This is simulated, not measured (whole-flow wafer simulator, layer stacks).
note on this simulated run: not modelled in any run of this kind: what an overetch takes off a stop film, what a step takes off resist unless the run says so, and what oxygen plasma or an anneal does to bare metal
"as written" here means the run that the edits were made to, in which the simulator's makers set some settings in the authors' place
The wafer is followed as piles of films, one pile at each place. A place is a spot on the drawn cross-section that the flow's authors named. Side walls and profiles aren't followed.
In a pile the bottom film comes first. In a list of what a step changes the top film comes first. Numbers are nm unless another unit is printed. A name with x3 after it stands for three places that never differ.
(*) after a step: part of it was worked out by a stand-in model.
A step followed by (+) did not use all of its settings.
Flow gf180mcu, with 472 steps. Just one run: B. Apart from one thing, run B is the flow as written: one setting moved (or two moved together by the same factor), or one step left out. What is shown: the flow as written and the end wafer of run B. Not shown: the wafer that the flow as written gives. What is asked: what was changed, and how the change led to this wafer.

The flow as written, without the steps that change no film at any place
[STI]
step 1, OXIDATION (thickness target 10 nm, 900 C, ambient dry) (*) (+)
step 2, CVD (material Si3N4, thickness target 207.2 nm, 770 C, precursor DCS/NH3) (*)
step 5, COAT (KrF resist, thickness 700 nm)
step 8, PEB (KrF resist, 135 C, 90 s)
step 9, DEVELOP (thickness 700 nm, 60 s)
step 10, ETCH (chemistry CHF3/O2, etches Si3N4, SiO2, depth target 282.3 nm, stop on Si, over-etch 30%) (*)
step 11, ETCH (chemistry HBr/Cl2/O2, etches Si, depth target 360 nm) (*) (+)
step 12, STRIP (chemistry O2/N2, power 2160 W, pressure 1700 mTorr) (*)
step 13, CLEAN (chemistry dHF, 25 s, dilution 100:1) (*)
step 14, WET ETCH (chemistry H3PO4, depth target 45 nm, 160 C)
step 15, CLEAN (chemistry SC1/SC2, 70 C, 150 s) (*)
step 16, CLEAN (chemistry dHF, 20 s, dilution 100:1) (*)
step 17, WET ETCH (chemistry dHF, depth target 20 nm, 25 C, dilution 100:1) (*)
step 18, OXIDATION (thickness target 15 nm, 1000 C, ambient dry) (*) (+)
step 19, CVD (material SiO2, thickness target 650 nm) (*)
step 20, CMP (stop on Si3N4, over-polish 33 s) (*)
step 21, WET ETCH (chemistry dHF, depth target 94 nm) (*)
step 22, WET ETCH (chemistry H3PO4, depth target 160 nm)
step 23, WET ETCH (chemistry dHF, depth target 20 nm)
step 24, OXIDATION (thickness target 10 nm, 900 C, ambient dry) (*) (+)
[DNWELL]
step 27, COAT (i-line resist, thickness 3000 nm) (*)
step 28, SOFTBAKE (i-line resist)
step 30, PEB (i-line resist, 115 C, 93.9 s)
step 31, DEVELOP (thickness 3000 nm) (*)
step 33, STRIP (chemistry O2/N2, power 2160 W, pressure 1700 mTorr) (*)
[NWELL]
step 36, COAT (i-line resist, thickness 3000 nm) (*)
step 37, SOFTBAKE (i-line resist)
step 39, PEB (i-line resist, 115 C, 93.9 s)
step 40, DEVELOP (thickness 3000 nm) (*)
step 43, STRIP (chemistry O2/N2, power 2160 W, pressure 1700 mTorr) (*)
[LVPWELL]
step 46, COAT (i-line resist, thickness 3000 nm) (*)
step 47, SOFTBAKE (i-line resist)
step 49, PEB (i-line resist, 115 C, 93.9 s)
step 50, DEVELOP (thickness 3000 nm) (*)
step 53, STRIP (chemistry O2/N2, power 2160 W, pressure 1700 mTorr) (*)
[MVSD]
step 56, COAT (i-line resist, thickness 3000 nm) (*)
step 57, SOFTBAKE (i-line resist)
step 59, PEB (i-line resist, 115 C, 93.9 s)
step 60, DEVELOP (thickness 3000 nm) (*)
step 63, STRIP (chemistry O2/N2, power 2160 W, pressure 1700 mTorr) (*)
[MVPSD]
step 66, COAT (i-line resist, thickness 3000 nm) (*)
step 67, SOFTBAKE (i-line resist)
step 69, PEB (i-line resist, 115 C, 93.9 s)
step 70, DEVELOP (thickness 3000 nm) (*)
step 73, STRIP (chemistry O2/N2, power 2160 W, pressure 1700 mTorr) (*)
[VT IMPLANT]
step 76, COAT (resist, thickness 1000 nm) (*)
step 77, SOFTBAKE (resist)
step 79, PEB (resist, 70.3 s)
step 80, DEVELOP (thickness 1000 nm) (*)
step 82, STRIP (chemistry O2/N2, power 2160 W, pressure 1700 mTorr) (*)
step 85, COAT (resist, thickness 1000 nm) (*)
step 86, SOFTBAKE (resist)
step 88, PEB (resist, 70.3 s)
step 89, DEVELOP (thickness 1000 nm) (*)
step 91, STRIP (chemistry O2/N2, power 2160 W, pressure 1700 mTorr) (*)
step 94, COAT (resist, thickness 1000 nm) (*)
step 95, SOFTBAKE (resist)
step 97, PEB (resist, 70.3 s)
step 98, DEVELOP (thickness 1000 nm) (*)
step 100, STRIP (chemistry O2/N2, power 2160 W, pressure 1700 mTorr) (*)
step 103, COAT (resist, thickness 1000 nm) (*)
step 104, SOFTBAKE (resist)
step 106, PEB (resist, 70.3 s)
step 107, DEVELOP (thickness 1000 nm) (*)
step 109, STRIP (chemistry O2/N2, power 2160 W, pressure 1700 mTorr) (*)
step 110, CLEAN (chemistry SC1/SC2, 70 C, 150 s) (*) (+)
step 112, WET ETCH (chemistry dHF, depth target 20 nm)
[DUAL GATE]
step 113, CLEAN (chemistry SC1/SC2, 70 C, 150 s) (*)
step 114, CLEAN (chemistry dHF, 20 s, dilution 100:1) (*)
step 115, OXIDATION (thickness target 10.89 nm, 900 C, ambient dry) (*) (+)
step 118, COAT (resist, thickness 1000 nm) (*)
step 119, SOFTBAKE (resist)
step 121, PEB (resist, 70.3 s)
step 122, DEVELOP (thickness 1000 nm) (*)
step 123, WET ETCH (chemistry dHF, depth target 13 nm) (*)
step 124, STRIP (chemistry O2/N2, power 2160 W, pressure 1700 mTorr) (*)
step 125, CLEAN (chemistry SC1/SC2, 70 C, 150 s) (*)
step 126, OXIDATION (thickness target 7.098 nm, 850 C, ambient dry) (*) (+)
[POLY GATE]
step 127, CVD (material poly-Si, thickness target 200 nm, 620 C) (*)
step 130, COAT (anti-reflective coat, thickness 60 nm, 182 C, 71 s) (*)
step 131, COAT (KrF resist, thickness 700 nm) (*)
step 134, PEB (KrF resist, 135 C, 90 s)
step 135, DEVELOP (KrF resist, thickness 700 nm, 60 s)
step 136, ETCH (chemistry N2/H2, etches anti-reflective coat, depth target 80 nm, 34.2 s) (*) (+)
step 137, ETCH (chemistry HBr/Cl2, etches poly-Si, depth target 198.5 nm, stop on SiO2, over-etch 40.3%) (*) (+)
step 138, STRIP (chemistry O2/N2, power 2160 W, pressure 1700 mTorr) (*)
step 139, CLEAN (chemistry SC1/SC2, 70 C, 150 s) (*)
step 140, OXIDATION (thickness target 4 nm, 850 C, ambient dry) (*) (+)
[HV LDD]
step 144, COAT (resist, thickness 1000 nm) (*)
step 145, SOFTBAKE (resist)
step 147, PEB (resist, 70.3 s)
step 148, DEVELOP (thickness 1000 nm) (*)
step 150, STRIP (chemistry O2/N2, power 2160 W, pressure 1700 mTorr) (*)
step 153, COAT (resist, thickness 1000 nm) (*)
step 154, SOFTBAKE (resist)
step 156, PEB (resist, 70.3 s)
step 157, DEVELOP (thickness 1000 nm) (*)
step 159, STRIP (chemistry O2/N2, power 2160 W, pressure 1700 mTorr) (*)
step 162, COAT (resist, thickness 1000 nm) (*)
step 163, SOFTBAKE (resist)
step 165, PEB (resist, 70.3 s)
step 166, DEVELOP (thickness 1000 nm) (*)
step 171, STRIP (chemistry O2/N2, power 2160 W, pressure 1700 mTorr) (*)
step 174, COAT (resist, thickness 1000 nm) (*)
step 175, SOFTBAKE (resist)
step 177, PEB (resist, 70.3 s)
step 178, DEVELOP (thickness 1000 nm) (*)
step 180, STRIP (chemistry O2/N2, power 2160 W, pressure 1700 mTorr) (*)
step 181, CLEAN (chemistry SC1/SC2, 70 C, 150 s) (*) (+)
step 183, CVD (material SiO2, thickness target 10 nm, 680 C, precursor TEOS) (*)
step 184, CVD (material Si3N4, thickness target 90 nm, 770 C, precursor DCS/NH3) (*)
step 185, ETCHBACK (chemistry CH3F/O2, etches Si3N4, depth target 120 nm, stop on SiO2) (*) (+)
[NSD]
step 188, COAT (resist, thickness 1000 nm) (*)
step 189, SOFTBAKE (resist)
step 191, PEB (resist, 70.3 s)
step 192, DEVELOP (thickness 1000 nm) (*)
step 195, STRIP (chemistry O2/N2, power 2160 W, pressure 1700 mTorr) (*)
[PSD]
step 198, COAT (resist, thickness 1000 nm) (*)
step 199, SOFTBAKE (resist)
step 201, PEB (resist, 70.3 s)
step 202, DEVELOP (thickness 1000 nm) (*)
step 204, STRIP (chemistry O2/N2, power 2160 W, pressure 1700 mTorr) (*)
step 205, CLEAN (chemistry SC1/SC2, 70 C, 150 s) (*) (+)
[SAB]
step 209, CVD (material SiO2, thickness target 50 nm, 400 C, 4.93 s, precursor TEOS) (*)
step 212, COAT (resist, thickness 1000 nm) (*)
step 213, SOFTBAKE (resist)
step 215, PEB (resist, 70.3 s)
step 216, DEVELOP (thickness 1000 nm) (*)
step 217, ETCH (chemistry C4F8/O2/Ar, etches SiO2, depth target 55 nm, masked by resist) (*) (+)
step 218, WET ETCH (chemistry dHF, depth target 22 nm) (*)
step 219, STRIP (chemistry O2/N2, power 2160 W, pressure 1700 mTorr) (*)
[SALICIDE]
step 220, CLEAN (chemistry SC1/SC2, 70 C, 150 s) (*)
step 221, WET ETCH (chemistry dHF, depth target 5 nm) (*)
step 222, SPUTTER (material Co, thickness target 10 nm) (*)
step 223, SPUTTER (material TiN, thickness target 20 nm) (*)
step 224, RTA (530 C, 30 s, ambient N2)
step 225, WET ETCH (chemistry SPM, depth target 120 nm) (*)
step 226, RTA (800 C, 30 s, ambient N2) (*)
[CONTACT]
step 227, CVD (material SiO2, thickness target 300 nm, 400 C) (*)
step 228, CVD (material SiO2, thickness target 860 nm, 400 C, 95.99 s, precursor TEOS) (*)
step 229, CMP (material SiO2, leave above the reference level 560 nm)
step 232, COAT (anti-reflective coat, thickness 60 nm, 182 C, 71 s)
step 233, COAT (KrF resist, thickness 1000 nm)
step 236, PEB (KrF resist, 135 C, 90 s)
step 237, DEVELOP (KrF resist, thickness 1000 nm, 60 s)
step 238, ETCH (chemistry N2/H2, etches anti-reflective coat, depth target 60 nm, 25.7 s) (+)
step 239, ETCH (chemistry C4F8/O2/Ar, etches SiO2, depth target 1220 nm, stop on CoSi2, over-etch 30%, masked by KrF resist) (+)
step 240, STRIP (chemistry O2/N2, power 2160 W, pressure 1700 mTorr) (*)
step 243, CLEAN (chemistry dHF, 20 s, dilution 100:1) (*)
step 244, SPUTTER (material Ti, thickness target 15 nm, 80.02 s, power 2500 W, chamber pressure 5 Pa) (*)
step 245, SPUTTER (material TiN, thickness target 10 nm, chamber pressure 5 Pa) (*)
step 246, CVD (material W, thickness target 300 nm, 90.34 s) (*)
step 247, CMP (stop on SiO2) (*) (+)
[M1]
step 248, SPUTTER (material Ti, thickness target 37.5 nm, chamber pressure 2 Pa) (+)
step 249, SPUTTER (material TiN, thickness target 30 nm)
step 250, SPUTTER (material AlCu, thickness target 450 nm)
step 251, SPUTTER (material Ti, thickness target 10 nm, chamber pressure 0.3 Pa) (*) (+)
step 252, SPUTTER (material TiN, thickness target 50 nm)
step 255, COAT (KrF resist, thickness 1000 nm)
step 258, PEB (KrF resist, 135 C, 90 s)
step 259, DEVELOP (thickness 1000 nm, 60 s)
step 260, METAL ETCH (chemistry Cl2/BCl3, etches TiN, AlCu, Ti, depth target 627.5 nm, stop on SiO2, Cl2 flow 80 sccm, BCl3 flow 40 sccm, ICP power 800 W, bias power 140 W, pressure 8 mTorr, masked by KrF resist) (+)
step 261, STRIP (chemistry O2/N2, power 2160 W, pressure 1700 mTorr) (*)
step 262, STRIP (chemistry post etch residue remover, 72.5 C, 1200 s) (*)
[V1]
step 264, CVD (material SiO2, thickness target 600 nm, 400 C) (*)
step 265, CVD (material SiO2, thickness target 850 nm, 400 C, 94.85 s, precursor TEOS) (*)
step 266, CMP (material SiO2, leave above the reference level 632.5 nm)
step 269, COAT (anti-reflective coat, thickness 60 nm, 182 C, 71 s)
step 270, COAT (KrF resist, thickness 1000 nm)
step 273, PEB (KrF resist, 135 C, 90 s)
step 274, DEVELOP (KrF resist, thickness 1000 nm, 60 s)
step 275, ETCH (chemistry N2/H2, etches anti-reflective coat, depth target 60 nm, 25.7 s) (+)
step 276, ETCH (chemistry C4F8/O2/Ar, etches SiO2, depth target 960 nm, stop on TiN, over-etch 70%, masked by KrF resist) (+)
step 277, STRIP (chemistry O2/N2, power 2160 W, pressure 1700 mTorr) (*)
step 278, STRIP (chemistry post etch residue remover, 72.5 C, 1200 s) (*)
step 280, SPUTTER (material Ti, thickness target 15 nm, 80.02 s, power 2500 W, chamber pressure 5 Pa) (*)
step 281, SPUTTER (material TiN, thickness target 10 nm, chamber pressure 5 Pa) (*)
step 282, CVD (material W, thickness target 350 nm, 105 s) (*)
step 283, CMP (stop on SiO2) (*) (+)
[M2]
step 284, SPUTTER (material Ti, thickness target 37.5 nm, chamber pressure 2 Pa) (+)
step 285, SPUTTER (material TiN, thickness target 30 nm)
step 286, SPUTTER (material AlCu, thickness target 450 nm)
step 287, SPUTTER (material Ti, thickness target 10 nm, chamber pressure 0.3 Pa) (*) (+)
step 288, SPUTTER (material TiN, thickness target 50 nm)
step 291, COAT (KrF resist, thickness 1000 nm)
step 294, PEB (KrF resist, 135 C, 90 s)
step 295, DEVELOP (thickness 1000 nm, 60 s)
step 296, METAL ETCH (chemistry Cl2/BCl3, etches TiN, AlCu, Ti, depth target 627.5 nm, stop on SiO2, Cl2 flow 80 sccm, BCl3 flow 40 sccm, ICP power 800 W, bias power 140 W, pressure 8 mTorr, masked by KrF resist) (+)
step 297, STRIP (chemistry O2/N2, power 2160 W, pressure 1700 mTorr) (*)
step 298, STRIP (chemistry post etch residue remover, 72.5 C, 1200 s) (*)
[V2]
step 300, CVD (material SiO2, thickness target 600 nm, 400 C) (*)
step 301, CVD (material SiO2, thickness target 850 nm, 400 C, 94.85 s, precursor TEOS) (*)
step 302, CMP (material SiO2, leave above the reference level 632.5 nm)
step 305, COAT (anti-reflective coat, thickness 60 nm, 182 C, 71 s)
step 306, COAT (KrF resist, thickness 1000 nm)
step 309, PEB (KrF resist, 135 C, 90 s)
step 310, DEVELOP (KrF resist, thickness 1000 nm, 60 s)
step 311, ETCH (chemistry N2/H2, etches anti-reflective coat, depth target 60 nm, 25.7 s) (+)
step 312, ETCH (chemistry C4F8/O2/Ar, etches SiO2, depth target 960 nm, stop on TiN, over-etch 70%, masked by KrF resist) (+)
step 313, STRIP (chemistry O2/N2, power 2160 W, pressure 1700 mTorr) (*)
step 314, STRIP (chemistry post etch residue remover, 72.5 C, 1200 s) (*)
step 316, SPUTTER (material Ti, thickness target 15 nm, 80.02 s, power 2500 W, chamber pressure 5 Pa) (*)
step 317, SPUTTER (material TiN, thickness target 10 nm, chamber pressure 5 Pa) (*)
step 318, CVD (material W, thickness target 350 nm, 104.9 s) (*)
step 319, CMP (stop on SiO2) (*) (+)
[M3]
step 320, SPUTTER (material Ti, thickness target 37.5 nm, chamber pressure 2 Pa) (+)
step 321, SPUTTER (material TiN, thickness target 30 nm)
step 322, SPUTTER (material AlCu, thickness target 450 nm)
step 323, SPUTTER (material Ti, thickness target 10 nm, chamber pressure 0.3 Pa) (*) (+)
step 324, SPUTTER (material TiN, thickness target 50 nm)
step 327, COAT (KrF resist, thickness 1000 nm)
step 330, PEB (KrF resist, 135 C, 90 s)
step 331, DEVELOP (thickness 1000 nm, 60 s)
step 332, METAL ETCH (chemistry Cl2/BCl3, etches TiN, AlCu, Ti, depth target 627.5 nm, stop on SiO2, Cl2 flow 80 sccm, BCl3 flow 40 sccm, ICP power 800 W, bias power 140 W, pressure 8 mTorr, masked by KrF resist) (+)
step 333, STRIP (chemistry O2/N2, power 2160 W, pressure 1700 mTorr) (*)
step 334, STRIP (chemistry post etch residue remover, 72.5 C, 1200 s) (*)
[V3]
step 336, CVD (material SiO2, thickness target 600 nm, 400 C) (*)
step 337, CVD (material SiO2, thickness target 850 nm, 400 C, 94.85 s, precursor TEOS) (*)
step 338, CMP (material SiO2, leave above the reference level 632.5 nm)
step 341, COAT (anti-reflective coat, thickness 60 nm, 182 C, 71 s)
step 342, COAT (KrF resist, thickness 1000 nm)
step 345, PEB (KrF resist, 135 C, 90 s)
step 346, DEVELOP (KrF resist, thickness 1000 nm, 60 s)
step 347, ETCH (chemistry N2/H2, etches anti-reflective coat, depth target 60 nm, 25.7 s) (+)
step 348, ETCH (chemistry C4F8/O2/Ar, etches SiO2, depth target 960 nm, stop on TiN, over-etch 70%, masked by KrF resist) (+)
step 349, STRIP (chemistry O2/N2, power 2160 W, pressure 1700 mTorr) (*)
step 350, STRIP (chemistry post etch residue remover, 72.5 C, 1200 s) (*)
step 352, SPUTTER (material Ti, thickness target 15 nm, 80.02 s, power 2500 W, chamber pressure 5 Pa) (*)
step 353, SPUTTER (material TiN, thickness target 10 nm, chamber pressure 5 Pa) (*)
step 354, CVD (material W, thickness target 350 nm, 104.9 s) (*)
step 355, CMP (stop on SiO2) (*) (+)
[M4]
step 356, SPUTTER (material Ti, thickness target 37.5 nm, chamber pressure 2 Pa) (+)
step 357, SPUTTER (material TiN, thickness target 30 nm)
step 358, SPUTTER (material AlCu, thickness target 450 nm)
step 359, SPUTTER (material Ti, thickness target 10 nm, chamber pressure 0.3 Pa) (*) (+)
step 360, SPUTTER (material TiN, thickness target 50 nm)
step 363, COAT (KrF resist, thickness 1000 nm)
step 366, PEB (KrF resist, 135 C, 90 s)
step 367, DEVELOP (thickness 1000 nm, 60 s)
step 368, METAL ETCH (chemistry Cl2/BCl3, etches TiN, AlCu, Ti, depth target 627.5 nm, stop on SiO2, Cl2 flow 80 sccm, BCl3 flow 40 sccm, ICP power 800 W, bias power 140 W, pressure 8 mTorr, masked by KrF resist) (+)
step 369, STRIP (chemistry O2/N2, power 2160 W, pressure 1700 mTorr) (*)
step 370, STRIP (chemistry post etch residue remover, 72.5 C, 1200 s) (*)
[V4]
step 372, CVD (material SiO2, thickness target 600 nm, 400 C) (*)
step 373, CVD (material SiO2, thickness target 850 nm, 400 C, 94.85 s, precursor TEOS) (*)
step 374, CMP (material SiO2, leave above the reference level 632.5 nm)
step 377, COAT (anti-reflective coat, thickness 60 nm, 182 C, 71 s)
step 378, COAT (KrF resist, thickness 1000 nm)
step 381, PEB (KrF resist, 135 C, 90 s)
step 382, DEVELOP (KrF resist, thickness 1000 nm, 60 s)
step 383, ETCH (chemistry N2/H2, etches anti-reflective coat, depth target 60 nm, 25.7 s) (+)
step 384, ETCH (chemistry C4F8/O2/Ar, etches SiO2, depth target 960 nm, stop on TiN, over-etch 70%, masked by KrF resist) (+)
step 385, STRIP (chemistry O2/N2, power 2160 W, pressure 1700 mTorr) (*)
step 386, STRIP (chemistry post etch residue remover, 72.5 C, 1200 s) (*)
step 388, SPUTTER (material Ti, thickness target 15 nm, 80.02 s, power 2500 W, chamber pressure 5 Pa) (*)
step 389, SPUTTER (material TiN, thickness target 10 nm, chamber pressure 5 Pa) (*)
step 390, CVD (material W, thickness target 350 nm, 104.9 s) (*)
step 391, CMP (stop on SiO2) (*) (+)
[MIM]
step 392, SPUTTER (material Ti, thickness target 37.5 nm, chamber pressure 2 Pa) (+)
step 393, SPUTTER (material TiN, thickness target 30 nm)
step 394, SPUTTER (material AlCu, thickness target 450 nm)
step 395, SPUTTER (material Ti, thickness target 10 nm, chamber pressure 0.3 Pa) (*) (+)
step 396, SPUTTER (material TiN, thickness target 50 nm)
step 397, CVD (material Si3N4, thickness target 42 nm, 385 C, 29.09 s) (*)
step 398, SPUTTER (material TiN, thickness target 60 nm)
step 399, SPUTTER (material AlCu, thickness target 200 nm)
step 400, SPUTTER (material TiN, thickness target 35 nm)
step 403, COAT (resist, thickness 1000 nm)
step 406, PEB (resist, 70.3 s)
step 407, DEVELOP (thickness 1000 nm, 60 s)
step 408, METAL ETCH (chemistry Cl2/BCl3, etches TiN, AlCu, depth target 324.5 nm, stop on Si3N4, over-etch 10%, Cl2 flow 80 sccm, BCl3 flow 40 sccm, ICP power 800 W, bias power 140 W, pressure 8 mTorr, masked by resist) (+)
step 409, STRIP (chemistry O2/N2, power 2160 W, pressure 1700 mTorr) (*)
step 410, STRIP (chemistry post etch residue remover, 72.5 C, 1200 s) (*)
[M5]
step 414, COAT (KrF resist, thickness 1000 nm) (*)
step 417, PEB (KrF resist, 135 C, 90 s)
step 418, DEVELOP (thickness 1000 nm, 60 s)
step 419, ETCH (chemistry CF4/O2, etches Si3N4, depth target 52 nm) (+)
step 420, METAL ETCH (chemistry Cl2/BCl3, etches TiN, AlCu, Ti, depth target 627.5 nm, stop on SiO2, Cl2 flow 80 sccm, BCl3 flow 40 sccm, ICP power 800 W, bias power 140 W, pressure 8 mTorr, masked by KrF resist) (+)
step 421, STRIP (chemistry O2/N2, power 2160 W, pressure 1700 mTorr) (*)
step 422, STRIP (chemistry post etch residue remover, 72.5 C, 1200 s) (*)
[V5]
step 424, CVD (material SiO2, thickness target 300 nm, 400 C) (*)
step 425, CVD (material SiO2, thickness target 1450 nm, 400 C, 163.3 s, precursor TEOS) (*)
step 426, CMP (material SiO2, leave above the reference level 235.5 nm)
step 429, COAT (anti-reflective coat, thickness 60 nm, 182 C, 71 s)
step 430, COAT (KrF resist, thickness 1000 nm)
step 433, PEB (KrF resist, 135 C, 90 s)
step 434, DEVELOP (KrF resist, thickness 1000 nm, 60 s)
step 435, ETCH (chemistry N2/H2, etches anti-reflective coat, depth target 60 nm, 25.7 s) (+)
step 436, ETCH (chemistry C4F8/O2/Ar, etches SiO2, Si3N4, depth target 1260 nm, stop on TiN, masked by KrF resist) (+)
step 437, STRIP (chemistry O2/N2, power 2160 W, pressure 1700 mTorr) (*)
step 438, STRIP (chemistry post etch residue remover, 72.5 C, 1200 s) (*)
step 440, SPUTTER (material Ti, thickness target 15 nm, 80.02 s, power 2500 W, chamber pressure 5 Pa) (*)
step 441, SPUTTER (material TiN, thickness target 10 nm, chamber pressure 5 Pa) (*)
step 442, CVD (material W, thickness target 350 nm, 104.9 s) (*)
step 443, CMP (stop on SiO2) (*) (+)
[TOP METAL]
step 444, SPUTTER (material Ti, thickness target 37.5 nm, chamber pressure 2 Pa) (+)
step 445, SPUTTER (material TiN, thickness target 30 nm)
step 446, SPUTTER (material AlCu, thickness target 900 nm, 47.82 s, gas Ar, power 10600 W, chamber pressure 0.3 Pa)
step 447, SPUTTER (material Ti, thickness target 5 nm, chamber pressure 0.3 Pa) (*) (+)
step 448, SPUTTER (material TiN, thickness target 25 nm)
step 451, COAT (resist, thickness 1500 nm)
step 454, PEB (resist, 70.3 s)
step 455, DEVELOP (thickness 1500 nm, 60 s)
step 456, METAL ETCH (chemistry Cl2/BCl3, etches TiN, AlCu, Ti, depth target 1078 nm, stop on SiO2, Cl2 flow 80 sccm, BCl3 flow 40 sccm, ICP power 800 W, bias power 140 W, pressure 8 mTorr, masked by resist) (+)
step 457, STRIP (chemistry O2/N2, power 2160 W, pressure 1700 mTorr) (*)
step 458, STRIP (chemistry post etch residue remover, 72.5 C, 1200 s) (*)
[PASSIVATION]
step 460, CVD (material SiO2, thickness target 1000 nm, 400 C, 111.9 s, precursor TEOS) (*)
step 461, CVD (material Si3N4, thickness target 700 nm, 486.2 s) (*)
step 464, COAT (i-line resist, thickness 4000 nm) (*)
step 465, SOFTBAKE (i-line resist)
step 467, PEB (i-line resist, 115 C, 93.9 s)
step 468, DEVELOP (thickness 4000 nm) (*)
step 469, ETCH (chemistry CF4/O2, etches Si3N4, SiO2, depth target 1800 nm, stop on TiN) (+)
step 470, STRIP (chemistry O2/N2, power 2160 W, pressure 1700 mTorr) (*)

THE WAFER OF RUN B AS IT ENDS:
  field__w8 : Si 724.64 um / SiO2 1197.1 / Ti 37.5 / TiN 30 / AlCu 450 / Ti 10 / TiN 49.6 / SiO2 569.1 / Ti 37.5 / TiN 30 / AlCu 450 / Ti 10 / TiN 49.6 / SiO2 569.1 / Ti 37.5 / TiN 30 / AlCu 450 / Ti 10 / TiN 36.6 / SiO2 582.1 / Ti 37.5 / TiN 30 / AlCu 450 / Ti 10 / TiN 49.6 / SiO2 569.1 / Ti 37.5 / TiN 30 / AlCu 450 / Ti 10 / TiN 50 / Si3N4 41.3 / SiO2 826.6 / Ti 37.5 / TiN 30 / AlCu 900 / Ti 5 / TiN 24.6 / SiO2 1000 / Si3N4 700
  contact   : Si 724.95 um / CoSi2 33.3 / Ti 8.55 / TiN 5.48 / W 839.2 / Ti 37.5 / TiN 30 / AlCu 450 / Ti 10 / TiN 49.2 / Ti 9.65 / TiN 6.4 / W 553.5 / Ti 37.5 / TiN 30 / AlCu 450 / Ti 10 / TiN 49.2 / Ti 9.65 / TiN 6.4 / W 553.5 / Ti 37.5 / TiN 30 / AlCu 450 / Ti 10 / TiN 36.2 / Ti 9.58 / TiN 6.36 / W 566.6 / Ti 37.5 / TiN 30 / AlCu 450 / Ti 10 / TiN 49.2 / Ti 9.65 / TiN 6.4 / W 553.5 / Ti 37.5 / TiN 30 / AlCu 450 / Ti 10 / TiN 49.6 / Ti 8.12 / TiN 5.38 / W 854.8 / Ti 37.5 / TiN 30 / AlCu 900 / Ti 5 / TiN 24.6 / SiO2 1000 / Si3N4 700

The reason: step 324, SPUTTER: thickness target 37 nm was run, though the flow has thickness target 50 nm.

The path from the change to this, step by step:
  step 324, SPUTTER (material TiN, thickness target 50 nm)
      field, field__w1, field__w2 and 108 more: TiN gains 37 (new film) (as written it would have been: TiN gains 50 (new film))
  step 332, METAL ETCH (chemistry Cl2/BCl3, etches TiN, AlCu, Ti, depth target 627.5 nm, stop on SiO2, Cl2 flow 80 sccm, BCl3 flow 40 sccm, ICP power 800 W, bias power 140 W, pressure 8 mTorr, masked by KrF resist) (+)
      field, field__w1, field__w2 and 103 more: TiN loses 37 (all of it), Ti loses 10 (all of it), AlCu loses 450 (all of it), TiN loses 30 (all of it), Ti loses 37.5 (all of it) (as written it would have been: TiN loses 50 (all of it), Ti loses 10 (all of it), AlCu loses 450 (all of it), TiN loses 30 (all of it), Ti loses 37.5 (all of it))
  step 348, ETCH (chemistry C4F8/O2/Ar, etches SiO2, depth target 960 nm, stop on TiN, over-etch 70%, masked by KrF resist) (+)
      contact: SiO2 loses 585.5 (all of it) (as written it would have been: SiO2 loses 572.5 (all of it))
